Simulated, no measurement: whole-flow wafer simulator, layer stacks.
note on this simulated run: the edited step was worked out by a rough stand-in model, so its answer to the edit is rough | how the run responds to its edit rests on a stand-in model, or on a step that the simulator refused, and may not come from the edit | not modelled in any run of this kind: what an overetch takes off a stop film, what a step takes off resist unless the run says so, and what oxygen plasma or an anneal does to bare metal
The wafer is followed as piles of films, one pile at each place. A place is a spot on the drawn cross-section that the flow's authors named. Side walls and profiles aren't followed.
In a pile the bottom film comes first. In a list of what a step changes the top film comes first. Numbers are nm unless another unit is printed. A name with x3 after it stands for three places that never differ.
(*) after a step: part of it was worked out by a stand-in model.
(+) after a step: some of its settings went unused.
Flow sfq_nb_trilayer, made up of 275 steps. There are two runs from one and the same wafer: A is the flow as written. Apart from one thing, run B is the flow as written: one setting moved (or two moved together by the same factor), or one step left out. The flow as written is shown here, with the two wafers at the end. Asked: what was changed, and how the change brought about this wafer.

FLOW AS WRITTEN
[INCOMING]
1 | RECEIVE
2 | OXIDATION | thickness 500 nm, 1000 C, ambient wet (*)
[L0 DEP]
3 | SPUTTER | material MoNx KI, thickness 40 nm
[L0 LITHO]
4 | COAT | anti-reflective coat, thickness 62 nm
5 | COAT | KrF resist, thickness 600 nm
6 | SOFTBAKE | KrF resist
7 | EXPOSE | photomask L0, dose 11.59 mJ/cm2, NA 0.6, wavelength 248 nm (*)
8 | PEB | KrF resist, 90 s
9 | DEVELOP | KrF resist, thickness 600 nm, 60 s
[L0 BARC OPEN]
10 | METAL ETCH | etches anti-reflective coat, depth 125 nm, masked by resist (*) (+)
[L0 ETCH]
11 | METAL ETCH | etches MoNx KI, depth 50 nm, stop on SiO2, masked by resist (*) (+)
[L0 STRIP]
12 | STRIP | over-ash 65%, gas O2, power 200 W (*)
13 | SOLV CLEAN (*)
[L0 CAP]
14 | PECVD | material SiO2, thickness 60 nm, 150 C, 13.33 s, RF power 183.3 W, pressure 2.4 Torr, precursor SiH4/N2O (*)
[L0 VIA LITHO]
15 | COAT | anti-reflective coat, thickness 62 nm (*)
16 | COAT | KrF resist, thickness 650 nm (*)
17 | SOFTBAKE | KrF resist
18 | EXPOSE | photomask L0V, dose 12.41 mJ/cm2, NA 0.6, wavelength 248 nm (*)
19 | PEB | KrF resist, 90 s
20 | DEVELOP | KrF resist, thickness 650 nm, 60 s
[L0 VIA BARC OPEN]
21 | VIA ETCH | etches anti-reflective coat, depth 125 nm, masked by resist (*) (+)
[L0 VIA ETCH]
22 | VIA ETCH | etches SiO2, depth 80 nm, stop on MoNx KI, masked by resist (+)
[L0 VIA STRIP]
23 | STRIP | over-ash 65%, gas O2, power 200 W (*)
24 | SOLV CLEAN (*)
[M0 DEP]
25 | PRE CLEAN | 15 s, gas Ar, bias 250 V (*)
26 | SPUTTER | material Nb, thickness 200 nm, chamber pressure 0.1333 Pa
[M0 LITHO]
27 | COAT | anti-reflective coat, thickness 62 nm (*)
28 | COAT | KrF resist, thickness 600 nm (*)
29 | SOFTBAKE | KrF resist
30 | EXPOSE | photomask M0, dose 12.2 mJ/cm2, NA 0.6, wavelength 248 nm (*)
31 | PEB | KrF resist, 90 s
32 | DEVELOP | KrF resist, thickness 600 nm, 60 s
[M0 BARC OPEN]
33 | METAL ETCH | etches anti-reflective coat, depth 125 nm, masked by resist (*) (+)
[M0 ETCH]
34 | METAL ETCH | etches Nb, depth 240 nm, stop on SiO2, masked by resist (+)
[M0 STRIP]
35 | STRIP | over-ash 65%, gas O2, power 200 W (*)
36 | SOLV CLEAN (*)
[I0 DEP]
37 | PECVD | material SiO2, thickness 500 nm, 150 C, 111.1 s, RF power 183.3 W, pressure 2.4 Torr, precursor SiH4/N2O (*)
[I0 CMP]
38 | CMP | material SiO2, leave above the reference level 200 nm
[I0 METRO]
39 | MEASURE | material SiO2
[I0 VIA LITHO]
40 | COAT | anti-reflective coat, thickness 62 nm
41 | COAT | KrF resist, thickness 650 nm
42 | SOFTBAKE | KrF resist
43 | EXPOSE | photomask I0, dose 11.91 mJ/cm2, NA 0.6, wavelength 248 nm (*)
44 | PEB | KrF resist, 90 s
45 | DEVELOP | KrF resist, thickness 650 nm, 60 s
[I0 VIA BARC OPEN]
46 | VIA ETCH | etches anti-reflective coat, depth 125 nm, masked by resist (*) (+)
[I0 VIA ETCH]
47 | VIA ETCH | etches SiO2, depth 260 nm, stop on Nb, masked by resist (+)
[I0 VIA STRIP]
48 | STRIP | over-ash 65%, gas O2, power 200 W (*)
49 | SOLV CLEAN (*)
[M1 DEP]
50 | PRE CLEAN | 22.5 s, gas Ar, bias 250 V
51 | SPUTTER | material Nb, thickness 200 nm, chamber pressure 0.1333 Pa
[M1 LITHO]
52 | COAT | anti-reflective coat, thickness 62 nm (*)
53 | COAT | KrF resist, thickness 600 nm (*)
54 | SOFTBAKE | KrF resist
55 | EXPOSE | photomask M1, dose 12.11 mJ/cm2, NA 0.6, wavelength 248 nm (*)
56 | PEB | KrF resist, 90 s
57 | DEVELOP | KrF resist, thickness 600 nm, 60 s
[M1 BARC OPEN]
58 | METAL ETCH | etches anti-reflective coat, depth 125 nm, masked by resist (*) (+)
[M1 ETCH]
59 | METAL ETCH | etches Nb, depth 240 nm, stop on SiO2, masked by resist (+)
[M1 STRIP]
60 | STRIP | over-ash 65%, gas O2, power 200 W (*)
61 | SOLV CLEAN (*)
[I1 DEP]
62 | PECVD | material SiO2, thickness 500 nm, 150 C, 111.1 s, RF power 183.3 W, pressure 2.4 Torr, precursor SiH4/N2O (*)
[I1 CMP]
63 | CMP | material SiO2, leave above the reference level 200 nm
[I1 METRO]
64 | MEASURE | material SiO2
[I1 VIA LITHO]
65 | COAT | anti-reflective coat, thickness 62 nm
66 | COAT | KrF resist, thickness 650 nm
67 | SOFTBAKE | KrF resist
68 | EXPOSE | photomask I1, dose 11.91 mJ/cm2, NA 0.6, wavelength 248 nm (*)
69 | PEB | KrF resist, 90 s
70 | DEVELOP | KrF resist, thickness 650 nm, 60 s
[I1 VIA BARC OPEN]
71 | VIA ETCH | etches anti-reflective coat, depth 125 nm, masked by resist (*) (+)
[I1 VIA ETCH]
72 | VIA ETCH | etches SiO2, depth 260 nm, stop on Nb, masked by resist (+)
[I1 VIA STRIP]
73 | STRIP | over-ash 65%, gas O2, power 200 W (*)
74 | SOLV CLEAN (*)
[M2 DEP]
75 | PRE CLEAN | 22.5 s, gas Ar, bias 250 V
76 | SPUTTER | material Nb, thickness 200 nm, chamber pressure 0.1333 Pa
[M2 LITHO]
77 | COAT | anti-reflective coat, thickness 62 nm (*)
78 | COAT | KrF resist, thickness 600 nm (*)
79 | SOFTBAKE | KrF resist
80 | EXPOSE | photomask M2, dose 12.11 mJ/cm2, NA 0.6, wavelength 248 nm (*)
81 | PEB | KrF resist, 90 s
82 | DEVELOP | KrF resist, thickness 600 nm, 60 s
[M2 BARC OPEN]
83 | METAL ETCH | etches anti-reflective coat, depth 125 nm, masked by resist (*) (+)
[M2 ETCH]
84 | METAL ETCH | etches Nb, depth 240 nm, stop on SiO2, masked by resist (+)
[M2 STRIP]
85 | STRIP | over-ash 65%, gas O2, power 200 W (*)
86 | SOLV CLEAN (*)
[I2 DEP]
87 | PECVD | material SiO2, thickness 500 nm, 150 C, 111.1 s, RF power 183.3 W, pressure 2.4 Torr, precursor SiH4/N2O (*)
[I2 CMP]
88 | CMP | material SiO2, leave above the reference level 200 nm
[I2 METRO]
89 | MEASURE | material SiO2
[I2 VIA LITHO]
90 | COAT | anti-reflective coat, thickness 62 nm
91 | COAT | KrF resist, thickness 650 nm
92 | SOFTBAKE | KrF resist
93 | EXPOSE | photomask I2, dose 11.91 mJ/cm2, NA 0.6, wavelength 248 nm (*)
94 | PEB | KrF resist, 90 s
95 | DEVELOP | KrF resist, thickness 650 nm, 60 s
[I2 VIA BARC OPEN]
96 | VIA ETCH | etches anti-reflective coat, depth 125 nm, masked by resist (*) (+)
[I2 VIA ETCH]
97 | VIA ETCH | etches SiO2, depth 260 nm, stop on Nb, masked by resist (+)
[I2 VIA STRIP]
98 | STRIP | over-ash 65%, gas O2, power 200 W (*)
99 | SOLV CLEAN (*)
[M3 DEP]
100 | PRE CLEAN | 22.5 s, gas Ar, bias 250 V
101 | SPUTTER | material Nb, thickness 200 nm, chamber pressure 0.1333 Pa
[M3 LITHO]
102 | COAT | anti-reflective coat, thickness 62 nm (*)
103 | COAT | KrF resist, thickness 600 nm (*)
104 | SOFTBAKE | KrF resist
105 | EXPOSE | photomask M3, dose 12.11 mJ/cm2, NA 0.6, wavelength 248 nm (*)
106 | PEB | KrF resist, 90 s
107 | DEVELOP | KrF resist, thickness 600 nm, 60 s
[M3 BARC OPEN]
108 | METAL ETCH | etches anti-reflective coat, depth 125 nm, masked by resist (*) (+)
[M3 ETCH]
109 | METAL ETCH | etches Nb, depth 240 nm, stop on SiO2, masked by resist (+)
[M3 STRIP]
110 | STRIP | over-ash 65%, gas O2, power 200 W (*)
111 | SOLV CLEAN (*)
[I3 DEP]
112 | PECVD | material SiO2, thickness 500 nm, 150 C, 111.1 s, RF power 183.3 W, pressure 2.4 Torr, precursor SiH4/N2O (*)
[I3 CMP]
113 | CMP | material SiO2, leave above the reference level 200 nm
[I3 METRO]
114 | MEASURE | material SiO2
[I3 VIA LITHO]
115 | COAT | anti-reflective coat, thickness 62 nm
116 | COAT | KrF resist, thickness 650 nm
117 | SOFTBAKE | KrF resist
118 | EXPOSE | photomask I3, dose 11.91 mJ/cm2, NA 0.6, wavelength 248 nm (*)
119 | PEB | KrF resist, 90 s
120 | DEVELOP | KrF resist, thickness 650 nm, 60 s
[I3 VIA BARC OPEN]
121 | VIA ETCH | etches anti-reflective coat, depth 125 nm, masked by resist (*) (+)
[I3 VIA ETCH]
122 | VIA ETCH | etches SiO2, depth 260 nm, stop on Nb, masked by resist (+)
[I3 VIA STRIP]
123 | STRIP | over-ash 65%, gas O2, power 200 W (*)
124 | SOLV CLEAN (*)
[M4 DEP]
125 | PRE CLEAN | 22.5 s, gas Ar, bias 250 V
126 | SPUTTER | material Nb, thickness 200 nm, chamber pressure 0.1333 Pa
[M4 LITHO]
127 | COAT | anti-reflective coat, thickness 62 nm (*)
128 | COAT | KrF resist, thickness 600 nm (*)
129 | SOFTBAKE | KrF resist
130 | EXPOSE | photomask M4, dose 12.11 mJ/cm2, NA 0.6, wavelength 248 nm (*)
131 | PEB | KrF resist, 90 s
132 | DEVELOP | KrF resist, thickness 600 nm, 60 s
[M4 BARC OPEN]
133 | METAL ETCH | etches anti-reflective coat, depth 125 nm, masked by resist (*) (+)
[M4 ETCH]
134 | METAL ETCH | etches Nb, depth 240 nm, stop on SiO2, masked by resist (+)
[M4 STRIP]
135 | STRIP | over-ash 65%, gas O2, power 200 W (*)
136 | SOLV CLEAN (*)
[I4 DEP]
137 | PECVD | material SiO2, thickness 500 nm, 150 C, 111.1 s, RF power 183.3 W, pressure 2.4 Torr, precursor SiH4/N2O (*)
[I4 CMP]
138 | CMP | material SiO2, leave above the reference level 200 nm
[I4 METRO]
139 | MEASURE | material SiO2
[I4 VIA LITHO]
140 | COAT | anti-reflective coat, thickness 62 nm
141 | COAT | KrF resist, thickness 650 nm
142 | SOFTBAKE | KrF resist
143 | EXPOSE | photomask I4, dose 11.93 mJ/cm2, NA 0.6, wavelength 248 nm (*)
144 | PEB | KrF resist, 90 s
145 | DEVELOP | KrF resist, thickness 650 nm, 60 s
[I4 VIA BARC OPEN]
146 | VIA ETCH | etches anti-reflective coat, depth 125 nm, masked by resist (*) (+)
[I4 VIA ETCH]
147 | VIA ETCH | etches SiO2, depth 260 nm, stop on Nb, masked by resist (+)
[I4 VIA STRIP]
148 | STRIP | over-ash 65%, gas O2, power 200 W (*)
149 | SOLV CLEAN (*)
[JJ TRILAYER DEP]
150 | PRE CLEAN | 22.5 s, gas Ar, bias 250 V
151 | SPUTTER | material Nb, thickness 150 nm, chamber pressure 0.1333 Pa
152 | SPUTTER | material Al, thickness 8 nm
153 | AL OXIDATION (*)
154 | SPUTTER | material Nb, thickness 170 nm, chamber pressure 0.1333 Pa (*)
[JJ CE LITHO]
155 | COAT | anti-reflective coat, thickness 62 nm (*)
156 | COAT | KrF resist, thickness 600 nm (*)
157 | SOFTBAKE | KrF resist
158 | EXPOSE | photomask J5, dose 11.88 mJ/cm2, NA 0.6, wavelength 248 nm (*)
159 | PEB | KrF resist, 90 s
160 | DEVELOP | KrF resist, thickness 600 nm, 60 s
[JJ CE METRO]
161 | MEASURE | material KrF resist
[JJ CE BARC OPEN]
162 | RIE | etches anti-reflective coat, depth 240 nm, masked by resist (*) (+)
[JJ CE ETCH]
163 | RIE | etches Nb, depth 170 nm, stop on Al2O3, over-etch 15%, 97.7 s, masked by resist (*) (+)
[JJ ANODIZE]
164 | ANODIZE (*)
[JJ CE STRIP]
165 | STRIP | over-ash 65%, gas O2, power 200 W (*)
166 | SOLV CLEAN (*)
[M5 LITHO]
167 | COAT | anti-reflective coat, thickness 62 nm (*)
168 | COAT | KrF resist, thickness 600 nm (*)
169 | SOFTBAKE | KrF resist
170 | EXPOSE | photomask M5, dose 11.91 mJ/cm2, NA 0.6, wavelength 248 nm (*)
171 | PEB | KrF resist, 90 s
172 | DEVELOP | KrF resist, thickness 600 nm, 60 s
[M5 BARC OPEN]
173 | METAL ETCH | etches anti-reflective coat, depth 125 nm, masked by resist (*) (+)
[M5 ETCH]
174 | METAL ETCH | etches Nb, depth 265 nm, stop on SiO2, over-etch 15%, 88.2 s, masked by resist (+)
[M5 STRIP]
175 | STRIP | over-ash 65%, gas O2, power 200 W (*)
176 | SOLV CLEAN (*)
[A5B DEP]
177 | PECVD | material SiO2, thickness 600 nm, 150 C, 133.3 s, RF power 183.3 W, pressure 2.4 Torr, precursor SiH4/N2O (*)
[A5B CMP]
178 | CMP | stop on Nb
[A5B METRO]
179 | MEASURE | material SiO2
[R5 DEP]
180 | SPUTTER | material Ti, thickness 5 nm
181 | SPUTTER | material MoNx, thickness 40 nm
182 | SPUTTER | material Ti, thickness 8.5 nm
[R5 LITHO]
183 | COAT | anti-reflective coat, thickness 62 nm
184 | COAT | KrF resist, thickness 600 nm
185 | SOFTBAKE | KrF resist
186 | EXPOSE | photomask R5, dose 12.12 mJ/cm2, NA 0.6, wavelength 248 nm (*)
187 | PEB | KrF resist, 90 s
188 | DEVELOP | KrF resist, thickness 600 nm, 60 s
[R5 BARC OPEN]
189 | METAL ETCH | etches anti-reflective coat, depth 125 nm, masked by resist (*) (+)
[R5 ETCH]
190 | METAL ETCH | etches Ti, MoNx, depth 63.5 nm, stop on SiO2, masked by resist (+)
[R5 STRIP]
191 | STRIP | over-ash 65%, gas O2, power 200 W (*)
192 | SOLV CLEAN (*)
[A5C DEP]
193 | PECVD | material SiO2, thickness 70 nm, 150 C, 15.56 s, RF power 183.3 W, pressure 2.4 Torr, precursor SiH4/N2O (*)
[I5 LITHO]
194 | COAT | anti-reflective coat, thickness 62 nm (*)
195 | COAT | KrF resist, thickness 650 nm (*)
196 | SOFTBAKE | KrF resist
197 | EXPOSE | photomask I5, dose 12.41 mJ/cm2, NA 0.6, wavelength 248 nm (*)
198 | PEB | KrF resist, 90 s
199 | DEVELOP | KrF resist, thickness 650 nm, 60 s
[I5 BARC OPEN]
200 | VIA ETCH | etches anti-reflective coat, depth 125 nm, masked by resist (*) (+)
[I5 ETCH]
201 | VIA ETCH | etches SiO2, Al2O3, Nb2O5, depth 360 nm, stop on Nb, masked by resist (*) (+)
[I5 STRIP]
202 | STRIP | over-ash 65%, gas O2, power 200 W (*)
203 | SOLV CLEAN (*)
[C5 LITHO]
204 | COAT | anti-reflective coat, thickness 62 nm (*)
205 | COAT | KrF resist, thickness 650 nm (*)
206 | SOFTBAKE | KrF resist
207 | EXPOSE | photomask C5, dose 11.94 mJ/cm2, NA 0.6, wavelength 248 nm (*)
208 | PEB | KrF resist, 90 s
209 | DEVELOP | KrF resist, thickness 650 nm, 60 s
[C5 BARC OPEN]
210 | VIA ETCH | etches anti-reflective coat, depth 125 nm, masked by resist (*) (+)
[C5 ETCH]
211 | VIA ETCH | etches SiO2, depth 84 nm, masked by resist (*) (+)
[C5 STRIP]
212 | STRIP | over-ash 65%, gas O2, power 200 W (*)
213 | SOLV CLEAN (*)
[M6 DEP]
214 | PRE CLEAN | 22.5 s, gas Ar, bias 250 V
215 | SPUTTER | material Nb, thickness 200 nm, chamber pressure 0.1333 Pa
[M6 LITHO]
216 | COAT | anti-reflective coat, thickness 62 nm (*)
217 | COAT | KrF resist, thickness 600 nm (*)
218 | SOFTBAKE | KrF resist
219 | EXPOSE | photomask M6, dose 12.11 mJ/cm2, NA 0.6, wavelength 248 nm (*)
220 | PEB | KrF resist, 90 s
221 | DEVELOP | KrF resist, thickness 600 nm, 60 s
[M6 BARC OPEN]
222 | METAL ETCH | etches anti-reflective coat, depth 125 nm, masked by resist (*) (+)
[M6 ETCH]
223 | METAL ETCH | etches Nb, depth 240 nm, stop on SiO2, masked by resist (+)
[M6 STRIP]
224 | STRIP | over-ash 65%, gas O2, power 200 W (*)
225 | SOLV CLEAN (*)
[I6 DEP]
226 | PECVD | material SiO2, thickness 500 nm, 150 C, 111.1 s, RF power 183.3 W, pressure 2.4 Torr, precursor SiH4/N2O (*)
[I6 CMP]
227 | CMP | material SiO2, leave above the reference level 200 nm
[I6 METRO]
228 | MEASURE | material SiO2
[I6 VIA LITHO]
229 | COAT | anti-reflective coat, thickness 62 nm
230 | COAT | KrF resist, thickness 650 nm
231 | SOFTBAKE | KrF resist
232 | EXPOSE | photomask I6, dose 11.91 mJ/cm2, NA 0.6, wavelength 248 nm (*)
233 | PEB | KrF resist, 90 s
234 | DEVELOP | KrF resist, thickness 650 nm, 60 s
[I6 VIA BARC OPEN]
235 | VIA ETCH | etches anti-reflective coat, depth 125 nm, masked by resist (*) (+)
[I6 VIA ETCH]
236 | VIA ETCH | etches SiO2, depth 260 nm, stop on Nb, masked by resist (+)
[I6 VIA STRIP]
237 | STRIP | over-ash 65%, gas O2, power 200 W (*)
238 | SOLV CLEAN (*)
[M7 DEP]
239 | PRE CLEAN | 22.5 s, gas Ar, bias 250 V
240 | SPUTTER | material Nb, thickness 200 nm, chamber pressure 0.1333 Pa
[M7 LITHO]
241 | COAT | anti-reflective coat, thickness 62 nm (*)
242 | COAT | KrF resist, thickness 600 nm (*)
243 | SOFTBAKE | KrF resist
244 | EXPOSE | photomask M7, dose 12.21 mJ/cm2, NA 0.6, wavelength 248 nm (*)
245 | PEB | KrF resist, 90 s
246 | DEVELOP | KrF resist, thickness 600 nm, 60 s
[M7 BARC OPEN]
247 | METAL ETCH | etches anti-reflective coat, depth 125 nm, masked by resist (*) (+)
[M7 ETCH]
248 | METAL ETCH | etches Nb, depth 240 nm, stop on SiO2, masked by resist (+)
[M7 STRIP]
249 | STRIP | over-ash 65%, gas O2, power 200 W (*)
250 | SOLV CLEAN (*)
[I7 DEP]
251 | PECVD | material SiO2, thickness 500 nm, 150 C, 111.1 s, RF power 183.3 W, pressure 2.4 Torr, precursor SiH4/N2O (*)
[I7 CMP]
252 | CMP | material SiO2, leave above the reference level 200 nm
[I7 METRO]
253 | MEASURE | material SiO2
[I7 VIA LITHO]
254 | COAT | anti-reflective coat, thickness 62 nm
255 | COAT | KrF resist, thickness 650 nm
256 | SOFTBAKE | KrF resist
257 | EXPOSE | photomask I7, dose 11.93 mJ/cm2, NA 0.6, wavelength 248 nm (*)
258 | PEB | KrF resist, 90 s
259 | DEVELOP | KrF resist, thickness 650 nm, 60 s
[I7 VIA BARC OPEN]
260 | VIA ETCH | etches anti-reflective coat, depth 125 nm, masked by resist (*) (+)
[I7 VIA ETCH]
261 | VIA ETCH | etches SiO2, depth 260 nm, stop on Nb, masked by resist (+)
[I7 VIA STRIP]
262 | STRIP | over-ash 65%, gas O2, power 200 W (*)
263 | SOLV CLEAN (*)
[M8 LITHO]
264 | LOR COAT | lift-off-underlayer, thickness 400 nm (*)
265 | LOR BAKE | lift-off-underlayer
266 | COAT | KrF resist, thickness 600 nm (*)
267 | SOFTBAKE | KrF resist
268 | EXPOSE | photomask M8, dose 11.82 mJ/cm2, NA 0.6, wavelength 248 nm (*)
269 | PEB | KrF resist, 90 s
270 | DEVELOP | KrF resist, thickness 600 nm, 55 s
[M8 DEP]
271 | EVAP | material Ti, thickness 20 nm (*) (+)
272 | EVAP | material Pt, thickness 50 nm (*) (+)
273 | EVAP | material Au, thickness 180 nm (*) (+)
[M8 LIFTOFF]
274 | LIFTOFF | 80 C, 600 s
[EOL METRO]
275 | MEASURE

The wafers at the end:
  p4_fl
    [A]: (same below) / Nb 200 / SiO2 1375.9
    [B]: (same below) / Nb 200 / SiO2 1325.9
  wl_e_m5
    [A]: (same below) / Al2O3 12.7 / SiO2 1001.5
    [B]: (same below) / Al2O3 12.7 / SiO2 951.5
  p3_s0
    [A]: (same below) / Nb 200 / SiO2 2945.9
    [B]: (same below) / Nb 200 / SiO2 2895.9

What caused this: step 226, PECVD: thickness 250 nm was run, while the flow as written has thickness 500 nm; step 226, PECVD: 55.56 s was run, where the flow has 111.1 s.

How this came from the change, step by step:
  226 | PECVD | material SiO2, thickness 500 nm, 150 C, 111.1 s, RF power 183.3 W, pressure 2.4 Torr, precursor SiH4/N2O (*)
      field_l, p4_fl, p4_fm and 62 more: A +500 SiO2 | B +250 SiO2
      v_sur, via_wl, via_w and 21 more: A +500 SiO2 (new film) | B +250 SiO2 (new film)
      (also at 17 further places)
  227 | CMP | material SiO2, leave above the reference level 200 nm
      field_l, p4_fl, p4_fm and 59 more: A -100 SiO2 | B nothing
      moat, field_r, lsp_l, ln_m5, lsp_m: A -93.6 SiO2 | B nothing
      (also at 39 further places)
  229 | COAT | anti-reflective coat, thickness 62 nm
      p3_s1, p3_l2, p3_s2, p3_s5, p3_l6: A +62 anti-reflective coat (new film) | B +63.9 anti-reflective coat (new film)
      m0r_space_l, m0r_space_r, m7r_space_l x2: A +62 anti-reflective coat (new film) | B +80 anti-reflective coat (new film)
      (also at 84 further places)
  230 | COAT | KrF resist, thickness 650 nm
      wl_a_sl, m0r_line_l, m0r_line_r, m7r_line_l x2: A +650 KrF resist (new film) | B +679.6 KrF resist (new film)
      m0r_space_l, m0r_space_r, m7r_space_l x2: A +650 KrF resist (new film) | B +669.1 KrF resist (new film)
      (also at 69 further places)
  234 | DEVELOP | KrF resist, thickness 650 nm, 60 s
      via_v: A -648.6 KrF resist (all of it) | B -605.6 KrF resist (all of it)
  235 | VIA ETCH | etches anti-reflective coat, depth 125 nm, masked by resist (*) (+)
      field_l, v_sur, via_wl and 102 more: A -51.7 KrF resist | B -44.1 KrF resist
      via_v: A -62 anti-reflective coat (all of it), -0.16 SiO2 | B -52.9 anti-reflective coat (all of it), -0.13 SiO2
  237 | STRIP | over-ash 65%, gas O2, power 200 W (*)
      m0r_line_l, m0r_line_r, m7r_line_l x2: A -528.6 KrF resist (all of it), -62 anti-reflective coat (all of it) | B -565.8 KrF resist (all of it), -62.4 anti-reflective coat (all of it)
      m0r_space_l, m0r_space_r, m7r_space_l x2: A -528.6 KrF resist (all of it), -62 anti-reflective coat (all of it) | B -555.2 KrF resist (all of it), -80 anti-reflective coat (all of it)
      (also at 92 further places)
  240 | SPUTTER | material Nb, thickness 200 nm, chamber pressure 0.1333 Pa
      lsp_r, l0_sur, l0v: A +200 Nb (new film) | B +193.1 Nb (new film)
      be: A +200 Nb (new film) | B +134.5 Nb (new film)
      (also at 4 further places)
  241 | COAT | anti-reflective coat, thickness 62 nm (*)
      p3_l2, p3_s2, p3_s5, p3_l6: A +62 anti-reflective coat (new film) | B +63.8 anti-reflective coat (new film)
      m0r_space_l, m0r_space_r, m7r_space_l x2: A +62 anti-reflective coat (new film) | B +77.9 anti-reflective coat (new film)
      (also at 85 further places)
  242 | COAT | KrF resist, thickness 600 nm (*)
      m0r_line_l, m0r_line_r, m7r_line_l x2: A +600 KrF resist (new film) | B +627.2 KrF resist (new film)
      m0r_space_l, m0r_space_r, m7r_space_l x2: A +600 KrF resist (new film) | B +619.6 KrF resist (new film)
      (also at 72 further places)
  246 | DEVELOP | KrF resist, thickness 600 nm, 60 s
      m0r_space_l, m0r_space_r, m7r_space_l x2: A -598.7 KrF resist (all of it) | B -618.3 KrF resist (all of it)
      m0r_line_l, m0r_line_r: A -598.7 KrF resist (all of it) | B -625.9 KrF resist (all of it)
      (also at 33 further places)
  247 | METAL ETCH | etches anti-reflective coat, depth 125 nm, masked by resist (*) (+)
      m5r_linepad_l, m5r_linepad_r: A -62 anti-reflective coat (all of it) | B -125 anti-reflective coat
      v_sur, via_wl, via_w and 38 more: A -51.7 KrF resist | B -69.4 KrF resist
      (also at 53 further places)
  248 | METAL ETCH | etches Nb, depth 240 nm, stop on SiO2, masked by resist (+)
      m5r_linepad_l, m5r_linepad_r: A -200 Nb (all of it) | B -16.3 anti-reflective coat (all of it), -200 Nb (all of it)
      l0_sur, l0v: A -200 Nb (all of it) | B -193.1 Nb (all of it)
  249 | STRIP | over-ash 65%, gas O2, power 200 W (*)
      m7r_line_l x2: A -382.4 KrF resist (all of it), -62 anti-reflective coat (all of it) | B -391.8 KrF resist (all of it), -62.8 anti-reflective coat (all of it)
      v_sur: A -379.9 KrF resist (all of it), -61.4 anti-reflective coat (all of it) | B -306.2 KrF resist (all of it), -42.3 anti-reflective coat (all of it)
      (also at 37 further places)
  251 | PECVD | material SiO2, thickness 500 nm, 150 C, 111.1 s, RF power 183.3 W, pressure 2.4 Torr, precursor SiH4/N2O (*)
      be: A +500 SiO2 (new film) | B +347.3 SiO2 (new film)
      gap: A +500 SiO2 (new film) | B +556.4 SiO2 (new film)
  252 | CMP | material SiO2, leave above the reference level 200 nm
      field_l, p4_fl, p4_fm and 48 more: A -100 SiO2 | B nothing
      field_r, lsp_l: A -77.7 SiO2 | B nothing
      (also at 28 further places)
  ... 8 other steps ...
  274 | LIFTOFF | 80 C, 600 s
      m5r_space_l, m5r_space_r: A -180 Au (all of it), -50 Pt (all of it), -20 Ti (all of it), -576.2 KrF resist (all of it), -400 lift-off-underlayer (all of it) | B -180 Au (all of it), -50 Pt (all of it), -20 Ti (all of it), -577.4 KrF resist (all of it), -411.1 lift-off-underlayer (all of it)
      m5r_linepad_l, m5r_linepad_r: A -180 Au (all of it), -50 Pt (all of it), -20 Ti (all of it), -576.2 KrF resist (all of it), -400 lift-off-underlayer (all of it) | B -180 Au (all of it), -50 Pt (all of it), -20 Ti (all of it), -571.3 KrF resist (all of it), -418.7 lift-off-underlayer (all of it)
      (also at 44 further places)
